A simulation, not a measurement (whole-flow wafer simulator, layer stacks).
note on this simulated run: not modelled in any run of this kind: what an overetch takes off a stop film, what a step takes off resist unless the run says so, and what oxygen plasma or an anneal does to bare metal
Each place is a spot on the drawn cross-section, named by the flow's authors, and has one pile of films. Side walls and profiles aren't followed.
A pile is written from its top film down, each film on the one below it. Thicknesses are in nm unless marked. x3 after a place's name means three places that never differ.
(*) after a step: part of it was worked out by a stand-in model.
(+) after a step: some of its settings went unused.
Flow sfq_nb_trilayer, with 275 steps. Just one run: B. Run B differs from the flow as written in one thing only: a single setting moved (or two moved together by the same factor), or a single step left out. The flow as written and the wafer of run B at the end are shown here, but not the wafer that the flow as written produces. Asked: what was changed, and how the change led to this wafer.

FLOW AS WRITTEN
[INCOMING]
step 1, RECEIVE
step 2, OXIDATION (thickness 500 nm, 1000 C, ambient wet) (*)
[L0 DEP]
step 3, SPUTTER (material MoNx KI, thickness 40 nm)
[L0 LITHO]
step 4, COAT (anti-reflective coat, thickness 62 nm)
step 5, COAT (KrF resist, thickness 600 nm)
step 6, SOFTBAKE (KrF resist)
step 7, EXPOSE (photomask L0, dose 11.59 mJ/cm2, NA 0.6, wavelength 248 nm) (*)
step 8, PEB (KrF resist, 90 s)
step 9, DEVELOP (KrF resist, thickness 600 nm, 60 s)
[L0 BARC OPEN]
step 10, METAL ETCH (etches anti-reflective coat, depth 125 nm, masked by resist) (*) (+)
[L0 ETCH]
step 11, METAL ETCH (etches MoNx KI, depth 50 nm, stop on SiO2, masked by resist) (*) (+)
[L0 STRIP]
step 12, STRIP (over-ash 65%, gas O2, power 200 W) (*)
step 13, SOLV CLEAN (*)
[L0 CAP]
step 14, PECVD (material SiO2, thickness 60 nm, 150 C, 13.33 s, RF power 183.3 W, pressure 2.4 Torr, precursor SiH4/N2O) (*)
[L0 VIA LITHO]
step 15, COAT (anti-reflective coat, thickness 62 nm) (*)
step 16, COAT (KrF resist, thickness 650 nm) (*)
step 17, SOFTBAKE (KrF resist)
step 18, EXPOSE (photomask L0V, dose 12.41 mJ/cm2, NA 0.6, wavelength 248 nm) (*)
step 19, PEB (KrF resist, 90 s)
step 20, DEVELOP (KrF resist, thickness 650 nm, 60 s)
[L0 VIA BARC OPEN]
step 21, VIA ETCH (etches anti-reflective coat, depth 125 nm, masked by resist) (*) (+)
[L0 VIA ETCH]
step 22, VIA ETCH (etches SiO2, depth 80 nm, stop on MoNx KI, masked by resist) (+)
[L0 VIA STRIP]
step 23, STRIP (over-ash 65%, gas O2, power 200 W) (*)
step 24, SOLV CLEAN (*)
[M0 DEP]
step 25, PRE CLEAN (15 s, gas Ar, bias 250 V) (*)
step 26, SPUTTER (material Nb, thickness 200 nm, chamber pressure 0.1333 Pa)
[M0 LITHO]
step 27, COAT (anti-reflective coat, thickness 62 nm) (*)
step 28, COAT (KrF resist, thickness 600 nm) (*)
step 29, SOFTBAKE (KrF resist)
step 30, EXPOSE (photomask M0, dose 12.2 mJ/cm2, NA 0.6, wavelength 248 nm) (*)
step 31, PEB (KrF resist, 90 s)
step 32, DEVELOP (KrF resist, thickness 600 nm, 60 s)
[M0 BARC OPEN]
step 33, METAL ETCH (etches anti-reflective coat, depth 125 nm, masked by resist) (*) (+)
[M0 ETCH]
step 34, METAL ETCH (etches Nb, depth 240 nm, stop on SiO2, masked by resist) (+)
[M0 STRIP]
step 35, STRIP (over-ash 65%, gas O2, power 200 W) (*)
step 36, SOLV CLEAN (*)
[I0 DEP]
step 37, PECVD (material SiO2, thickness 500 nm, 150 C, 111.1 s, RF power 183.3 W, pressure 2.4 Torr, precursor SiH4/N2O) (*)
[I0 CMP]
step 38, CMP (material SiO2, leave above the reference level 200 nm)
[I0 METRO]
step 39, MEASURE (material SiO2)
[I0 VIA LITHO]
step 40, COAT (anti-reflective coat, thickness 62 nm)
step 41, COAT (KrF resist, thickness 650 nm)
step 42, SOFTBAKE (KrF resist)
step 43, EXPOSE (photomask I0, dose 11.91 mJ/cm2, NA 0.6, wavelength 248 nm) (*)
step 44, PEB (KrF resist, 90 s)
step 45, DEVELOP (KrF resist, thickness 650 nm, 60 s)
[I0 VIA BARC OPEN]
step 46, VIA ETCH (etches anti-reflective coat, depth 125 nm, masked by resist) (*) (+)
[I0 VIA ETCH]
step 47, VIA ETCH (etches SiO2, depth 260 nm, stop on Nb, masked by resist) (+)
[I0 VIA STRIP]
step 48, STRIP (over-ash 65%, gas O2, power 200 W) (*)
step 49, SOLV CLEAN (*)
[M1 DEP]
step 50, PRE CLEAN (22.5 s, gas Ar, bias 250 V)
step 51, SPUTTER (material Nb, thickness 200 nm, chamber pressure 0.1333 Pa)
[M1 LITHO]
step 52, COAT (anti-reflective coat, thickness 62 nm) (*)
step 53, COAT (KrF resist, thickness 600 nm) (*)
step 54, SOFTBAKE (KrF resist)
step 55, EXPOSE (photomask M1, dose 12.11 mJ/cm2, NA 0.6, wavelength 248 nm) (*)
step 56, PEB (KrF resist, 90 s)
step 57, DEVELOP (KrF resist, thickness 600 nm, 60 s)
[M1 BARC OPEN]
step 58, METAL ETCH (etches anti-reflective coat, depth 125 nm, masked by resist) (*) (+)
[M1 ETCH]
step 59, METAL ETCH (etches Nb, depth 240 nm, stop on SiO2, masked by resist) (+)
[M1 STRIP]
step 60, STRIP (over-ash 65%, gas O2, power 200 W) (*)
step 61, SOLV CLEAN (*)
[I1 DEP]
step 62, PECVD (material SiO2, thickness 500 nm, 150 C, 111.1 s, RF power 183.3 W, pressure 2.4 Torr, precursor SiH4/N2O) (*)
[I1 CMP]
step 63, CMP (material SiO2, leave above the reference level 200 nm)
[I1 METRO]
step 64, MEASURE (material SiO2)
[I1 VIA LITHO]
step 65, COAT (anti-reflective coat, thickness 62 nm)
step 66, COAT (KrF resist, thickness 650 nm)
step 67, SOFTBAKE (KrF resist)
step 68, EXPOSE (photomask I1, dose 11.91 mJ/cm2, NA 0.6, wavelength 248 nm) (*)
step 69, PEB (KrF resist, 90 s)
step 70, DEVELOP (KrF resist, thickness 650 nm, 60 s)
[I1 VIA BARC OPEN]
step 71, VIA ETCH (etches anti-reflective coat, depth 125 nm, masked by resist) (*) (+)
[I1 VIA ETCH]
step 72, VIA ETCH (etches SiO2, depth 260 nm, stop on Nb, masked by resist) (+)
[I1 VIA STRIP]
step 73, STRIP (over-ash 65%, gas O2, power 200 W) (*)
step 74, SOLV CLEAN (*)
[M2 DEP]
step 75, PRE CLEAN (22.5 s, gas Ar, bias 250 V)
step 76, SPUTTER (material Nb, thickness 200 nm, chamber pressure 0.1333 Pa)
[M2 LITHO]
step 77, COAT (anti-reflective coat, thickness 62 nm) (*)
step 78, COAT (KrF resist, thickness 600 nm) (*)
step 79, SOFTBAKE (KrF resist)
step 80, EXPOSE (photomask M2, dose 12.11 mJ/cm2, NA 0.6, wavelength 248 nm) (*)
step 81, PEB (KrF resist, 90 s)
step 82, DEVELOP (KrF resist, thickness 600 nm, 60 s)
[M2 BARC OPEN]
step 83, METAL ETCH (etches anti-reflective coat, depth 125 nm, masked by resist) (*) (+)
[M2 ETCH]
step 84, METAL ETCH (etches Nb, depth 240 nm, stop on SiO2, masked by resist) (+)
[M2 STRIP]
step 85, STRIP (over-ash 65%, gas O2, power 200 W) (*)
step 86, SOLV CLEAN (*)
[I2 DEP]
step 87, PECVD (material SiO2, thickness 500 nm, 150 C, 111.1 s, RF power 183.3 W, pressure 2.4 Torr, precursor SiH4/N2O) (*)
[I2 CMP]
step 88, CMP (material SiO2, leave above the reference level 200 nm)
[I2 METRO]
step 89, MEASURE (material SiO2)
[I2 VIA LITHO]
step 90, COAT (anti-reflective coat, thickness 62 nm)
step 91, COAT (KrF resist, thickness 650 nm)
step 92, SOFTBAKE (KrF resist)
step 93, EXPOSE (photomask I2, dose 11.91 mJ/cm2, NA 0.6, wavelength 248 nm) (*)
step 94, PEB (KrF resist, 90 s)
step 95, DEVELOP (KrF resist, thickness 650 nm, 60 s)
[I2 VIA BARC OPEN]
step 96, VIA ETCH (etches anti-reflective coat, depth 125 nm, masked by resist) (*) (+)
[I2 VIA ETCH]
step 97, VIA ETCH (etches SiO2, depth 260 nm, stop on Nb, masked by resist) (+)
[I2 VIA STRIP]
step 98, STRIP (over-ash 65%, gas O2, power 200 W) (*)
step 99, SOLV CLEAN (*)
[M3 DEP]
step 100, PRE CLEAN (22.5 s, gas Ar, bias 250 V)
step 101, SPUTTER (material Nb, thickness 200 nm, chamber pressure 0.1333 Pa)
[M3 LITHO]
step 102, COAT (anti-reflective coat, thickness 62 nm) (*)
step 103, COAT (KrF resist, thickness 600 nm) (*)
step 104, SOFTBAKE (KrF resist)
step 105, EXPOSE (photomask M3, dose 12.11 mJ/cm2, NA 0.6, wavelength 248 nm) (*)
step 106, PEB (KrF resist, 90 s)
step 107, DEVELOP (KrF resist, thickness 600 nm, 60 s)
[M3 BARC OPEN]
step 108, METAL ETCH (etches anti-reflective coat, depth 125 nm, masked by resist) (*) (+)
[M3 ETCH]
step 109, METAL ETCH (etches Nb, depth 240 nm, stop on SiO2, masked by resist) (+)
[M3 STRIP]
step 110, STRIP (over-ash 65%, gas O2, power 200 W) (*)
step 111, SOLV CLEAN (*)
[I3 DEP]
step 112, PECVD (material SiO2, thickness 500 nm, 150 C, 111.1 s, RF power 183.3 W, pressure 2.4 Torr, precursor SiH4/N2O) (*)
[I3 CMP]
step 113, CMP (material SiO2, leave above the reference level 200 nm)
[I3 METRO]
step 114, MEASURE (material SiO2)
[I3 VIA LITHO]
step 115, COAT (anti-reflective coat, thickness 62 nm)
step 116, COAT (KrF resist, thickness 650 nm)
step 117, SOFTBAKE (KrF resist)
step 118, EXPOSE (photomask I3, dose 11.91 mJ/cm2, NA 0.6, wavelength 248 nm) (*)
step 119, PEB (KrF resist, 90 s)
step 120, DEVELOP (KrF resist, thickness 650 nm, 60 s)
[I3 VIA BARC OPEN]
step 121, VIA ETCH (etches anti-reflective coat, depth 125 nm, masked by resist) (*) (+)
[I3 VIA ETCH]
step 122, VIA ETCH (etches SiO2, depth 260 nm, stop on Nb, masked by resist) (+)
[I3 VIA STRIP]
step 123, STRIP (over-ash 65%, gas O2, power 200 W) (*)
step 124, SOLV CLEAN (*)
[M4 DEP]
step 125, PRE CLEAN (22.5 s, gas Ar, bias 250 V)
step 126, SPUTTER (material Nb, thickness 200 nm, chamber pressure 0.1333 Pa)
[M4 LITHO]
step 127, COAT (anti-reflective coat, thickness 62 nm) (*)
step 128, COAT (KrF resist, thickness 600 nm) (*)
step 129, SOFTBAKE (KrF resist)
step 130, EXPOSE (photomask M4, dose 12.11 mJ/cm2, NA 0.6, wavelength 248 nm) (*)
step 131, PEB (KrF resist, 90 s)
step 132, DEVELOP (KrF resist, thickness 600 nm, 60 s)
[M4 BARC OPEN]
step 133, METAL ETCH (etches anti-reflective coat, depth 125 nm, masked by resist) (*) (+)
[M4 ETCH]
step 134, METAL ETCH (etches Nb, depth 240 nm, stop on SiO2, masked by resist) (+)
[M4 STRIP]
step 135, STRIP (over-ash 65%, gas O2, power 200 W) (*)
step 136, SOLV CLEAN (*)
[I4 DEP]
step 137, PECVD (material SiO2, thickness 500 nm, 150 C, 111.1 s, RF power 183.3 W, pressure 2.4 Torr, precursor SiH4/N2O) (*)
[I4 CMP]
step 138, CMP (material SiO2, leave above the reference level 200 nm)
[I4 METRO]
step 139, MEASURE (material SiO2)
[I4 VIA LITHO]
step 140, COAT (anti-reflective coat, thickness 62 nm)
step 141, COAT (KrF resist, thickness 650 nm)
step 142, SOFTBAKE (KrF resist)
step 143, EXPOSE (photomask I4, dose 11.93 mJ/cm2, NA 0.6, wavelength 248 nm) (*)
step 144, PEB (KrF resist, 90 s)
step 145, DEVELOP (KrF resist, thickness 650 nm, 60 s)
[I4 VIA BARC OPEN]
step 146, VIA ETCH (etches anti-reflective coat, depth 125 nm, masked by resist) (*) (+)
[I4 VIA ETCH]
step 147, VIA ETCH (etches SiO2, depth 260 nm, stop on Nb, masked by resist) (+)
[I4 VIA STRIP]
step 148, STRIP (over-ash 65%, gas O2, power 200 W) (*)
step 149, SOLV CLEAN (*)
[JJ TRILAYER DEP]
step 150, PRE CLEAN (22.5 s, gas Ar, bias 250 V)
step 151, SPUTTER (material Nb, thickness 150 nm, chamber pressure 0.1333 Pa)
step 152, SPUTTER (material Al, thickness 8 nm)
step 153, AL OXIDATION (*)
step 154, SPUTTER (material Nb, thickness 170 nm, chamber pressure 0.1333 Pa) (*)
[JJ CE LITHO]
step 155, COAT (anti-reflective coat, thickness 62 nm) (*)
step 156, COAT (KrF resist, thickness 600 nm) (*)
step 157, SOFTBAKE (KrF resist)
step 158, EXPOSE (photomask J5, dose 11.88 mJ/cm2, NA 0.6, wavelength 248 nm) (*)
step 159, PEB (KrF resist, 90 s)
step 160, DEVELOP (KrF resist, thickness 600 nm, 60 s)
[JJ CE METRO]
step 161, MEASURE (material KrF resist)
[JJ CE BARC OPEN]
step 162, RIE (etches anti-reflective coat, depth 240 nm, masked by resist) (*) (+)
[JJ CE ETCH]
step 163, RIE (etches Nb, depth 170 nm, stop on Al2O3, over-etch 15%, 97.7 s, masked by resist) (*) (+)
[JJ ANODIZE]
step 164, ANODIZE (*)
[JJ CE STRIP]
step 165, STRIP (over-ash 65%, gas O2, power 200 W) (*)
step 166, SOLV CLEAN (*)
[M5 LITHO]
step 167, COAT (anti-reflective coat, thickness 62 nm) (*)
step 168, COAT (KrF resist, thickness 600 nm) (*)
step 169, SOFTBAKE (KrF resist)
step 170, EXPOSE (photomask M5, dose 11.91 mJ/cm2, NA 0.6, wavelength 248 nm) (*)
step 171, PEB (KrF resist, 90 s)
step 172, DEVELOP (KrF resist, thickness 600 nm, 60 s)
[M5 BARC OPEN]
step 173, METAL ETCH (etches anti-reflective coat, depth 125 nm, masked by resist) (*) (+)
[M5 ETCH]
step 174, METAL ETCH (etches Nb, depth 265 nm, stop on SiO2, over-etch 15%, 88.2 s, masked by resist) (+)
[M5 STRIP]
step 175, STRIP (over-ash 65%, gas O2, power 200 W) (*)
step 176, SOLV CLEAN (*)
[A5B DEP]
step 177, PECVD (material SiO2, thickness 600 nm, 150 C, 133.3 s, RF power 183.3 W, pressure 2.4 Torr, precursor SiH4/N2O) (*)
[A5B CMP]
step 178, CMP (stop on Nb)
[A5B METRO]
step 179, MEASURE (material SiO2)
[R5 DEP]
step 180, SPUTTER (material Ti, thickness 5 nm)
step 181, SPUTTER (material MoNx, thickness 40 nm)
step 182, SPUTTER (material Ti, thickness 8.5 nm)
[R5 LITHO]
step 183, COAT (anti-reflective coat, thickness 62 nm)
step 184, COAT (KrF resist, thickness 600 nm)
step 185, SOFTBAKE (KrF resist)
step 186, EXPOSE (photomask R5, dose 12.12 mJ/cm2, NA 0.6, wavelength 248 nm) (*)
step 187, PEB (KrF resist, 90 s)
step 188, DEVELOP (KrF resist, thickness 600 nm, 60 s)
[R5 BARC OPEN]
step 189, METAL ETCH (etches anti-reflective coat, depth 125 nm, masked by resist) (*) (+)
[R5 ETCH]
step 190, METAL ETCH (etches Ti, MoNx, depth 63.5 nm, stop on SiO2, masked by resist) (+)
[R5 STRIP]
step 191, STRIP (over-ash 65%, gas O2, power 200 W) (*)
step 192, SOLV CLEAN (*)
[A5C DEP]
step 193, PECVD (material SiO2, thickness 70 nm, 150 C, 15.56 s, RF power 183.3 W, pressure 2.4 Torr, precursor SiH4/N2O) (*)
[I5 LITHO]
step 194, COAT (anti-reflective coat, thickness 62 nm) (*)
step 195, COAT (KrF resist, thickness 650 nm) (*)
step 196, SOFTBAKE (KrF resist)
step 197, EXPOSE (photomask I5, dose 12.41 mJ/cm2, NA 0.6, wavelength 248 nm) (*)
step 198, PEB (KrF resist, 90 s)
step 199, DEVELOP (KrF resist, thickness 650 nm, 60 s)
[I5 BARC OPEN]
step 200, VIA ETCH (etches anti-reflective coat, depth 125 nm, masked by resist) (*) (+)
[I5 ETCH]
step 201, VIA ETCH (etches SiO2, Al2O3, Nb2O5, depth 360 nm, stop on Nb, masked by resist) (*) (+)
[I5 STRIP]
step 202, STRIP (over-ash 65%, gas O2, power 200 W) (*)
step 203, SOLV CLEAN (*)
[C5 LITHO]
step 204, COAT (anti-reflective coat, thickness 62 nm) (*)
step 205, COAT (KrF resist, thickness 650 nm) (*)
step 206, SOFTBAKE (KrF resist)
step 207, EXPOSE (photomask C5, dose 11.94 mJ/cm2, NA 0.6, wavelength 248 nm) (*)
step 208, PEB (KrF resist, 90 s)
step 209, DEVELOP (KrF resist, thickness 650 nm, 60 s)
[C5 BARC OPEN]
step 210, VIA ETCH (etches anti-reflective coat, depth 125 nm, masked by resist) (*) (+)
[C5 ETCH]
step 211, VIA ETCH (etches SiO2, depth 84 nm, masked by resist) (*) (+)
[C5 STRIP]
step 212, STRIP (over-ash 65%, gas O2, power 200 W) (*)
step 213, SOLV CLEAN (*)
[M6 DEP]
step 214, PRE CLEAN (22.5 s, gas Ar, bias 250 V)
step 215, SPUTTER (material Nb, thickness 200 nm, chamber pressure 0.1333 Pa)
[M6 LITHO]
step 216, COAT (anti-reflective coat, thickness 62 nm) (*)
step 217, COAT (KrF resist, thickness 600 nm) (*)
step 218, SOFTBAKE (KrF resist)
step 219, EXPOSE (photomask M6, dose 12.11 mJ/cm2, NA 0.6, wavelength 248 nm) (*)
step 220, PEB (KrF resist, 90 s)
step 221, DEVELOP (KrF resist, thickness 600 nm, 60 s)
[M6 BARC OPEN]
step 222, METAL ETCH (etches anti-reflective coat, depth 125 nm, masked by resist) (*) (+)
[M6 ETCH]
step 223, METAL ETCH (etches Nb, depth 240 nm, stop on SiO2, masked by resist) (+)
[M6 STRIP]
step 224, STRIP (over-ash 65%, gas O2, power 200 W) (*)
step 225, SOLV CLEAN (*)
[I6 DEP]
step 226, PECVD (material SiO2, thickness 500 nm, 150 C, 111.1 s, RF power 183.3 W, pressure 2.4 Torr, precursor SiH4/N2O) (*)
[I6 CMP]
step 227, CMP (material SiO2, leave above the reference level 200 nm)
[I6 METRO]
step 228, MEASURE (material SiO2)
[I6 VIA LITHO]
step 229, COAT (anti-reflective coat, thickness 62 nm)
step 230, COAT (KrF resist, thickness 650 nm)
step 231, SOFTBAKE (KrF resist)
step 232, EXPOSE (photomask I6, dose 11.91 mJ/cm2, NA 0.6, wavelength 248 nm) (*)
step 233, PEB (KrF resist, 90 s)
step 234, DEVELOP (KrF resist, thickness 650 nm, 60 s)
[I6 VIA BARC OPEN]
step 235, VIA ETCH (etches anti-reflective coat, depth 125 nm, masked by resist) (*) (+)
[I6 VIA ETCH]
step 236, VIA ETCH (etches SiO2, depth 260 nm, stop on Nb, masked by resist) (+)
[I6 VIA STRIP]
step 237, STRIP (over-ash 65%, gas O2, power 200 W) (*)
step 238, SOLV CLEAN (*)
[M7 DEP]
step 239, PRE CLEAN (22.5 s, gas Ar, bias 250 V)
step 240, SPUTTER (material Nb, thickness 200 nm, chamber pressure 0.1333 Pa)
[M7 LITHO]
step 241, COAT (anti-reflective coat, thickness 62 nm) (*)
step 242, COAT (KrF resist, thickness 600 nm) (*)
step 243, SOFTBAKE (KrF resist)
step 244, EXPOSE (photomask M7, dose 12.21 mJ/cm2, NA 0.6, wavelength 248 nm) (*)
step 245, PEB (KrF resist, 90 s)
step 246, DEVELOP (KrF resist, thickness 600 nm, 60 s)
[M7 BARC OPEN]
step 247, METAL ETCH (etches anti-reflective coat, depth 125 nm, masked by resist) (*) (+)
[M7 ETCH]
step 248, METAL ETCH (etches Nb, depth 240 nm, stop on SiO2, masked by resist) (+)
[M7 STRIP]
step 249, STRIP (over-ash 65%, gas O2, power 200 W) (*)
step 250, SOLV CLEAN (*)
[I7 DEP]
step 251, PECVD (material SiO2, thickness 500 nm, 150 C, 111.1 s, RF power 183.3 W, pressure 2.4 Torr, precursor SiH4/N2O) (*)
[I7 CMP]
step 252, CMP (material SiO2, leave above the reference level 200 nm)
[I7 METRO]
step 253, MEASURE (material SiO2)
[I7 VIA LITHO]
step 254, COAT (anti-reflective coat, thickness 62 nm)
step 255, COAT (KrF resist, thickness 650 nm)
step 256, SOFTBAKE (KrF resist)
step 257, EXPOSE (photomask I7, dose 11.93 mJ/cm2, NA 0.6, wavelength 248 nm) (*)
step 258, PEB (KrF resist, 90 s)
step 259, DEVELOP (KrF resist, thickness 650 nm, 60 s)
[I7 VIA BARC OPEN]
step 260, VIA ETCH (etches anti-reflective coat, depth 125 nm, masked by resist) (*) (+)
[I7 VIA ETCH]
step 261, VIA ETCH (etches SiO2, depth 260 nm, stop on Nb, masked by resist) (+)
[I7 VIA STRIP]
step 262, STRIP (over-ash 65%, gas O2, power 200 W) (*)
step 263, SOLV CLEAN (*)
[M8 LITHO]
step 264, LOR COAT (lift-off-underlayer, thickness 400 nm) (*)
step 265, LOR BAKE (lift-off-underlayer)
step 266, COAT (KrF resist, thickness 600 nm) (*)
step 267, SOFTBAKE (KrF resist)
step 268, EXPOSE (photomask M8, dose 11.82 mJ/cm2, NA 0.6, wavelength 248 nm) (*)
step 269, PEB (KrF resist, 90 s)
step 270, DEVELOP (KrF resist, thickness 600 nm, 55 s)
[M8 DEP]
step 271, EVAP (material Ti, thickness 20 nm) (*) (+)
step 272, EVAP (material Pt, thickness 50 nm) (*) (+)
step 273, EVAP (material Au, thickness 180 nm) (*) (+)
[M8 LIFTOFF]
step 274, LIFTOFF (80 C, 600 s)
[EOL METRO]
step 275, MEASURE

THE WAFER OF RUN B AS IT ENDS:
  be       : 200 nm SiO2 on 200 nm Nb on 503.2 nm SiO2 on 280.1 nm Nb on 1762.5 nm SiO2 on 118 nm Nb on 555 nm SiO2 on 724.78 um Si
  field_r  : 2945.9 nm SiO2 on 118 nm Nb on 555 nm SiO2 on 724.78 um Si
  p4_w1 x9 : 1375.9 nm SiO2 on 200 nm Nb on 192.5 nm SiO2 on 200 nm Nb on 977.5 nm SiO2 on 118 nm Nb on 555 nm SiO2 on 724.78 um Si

The reason: step 26, SPUTTER: thickness 118 nm was run, while the flow as written has thickness 200 nm.
The wafer lets one read it off: be has Nb 118, and step 26 as written asks for 200 nm.

How this came from the change, step by step:
  step 26, SPUTTER (material Nb, thickness 200 nm, chamber pressure 0.1333 Pa)
      field_l, via_wl, via_w and 100 more: Nb gains 118 (new film) (it would be, as written: Nb gains 200 (new film))
      v_sur: Nb gains 113.9 (new film) (it would be, as written: Nb gains 200 (new film))
      (as well as at 2 more places)
  step 27, COAT (anti-reflective coat, thickness 62 nm) (*)
      v_sur: anti-reflective coat gains 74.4 (new film) (it would be, as written: anti-reflective coat gains 72.3 (new film))
  step 34, METAL ETCH (etches Nb, depth 240 nm, stop on SiO2, masked by resist) (+)
      field_l, v_sur, via_wl and 100 more: KrF resist loses 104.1 (it would be, as written: KrF resist loses 141.2)
      moat, m0r_space_l x2: Nb loses 118 (all of it) (it would be, as written: Nb loses 200 (all of it))
  step 35, STRIP (over-ash 65%, gas O2, power 200 W) (*)
      p4_fl x3, p4_w1 x9, p4_g1 x2 and 57 more: KrF resist loses 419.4 (all of it), anti-reflective coat loses 62 (all of it) (it would be, as written: KrF resist loses 382.4 (all of it), anti-reflective coat loses 62 (all of it))
      c5j, ce_r, sp_r, be_r, r_sur, res: KrF resist loses 426 (all of it), anti-reflective coat loses 63.6 (all of it) (it would be, as written: KrF resist loses 389 (all of it), anti-reflective coat loses 63.6 (all of it))
      (as well as at 26 more places)
  step 37, PECVD (material SiO2, thickness 500 nm, 150 C, 111.1 s, RF power 183.3 W, pressure 2.4 Torr, precursor SiH4/N2O) (*)
      moat, m0r_space_l x2: SiO2 gains 500 (it would be, as written: SiO2 gains 557.1)
  step 38, CMP (material SiO2, leave above the reference level 200 nm)
      moat, m0r_space_l x2: SiO2 loses 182 (it would be, as written: SiO2 loses 157.1)
